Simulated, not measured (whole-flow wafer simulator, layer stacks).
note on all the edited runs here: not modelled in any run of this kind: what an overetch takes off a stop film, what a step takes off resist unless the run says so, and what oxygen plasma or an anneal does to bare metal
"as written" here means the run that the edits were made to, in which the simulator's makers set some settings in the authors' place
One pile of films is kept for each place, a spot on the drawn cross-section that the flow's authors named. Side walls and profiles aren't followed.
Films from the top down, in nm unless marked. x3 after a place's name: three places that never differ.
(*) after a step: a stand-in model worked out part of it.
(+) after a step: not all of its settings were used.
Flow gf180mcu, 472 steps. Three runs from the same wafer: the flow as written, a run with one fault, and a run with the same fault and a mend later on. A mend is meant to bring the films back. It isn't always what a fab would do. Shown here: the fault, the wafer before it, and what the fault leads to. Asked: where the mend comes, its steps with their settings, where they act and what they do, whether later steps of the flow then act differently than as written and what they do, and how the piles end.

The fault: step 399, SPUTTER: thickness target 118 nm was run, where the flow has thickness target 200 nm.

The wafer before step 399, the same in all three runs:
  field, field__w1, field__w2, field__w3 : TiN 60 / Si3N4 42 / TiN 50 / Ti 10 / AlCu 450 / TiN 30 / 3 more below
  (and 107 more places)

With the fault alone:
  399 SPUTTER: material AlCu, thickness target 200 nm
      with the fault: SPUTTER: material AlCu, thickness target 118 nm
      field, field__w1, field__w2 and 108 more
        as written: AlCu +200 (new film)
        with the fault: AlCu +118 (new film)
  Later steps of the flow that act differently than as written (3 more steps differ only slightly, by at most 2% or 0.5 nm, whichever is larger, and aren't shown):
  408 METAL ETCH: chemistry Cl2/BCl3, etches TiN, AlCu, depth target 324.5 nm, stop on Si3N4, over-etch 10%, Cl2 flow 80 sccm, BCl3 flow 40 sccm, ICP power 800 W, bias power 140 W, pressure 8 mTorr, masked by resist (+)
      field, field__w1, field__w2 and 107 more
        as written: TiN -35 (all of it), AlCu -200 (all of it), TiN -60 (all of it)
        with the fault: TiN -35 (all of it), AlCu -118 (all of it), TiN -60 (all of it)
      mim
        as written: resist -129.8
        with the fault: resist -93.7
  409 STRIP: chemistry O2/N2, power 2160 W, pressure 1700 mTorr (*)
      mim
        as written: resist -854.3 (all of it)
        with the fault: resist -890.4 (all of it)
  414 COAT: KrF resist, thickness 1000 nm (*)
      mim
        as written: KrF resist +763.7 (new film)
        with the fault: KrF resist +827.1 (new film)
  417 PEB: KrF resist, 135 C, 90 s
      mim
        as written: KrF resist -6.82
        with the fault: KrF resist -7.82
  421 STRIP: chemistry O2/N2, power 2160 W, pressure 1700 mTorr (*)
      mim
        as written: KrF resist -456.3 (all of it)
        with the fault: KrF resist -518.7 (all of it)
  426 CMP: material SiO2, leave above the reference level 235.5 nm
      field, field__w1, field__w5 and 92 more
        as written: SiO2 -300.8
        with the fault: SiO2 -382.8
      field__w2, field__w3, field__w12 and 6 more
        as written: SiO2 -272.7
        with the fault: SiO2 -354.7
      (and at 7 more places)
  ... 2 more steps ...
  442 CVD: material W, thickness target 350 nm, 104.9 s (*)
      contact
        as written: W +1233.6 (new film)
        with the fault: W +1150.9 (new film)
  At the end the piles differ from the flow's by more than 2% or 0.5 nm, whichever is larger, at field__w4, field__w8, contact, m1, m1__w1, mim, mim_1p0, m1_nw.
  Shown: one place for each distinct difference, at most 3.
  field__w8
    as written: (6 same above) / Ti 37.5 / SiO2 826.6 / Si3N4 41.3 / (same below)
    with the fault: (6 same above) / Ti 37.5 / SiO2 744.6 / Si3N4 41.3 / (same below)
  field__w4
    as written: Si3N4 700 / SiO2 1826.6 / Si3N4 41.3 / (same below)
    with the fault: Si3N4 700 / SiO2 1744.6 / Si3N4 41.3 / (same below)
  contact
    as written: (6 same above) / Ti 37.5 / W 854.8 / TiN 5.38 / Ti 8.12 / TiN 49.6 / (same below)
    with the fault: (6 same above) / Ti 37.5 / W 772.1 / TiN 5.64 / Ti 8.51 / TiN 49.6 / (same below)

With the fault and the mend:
  The mend comes after step 399.
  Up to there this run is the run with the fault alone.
  399a SPUTTER: material AlCu, thickness target 82 nm (the flow's step 399 once more, with other settings)
      field, field__w1, field__w2 and 108 more
        AlCu +82
  No later step of the flow acts differently than as written at any place that is followed.
  At the end the piles are the same as the flow's at every place that both follow.
